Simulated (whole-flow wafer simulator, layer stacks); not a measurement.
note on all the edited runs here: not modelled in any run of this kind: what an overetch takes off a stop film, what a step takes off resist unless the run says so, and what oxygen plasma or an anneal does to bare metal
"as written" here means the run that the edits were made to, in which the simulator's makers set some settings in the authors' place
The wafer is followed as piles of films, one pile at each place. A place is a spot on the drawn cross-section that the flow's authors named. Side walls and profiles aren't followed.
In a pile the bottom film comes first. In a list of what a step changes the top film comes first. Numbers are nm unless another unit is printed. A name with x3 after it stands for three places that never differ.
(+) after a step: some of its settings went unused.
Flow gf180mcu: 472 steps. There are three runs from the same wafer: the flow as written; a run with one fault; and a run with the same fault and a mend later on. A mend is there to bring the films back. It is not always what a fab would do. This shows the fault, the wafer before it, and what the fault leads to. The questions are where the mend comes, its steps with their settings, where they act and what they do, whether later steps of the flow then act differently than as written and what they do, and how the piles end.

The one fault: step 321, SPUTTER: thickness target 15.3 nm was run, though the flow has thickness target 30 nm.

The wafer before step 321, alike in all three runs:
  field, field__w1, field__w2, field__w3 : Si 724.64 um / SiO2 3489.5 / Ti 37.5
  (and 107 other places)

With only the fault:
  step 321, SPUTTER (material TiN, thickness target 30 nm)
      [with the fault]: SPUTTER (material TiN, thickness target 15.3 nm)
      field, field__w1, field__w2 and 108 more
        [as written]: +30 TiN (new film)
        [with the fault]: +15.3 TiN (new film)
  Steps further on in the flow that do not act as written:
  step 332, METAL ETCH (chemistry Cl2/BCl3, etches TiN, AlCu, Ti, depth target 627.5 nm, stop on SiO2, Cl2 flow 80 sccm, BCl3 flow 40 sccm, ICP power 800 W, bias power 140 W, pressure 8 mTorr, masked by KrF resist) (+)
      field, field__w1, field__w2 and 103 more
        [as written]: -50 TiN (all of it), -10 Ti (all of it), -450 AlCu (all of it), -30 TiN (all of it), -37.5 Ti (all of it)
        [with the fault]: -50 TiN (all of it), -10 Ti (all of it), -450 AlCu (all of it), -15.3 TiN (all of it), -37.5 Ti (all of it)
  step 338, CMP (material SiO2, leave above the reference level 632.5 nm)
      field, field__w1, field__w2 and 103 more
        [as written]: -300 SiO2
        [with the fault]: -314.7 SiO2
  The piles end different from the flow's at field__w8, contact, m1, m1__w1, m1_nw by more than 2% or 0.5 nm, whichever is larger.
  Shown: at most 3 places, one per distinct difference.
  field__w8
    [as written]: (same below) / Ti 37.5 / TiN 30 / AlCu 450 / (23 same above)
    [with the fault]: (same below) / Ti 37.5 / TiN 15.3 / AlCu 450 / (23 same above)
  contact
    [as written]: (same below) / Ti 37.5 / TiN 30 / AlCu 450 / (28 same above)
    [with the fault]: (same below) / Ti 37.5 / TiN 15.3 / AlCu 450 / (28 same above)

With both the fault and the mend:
  After step 321 comes the mend.
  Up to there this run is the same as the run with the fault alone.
  step 321a, SPUTTER (material TiN, thickness target 14.7 nm) (the flow's step 321 again, with other settings)
      field, field__w1, field__w2 and 108 more
        +14.7 TiN
  Every later step of the flow that is run acts as written at every place that is followed.
  At every place that both follow, the piles at the end match the flow's.
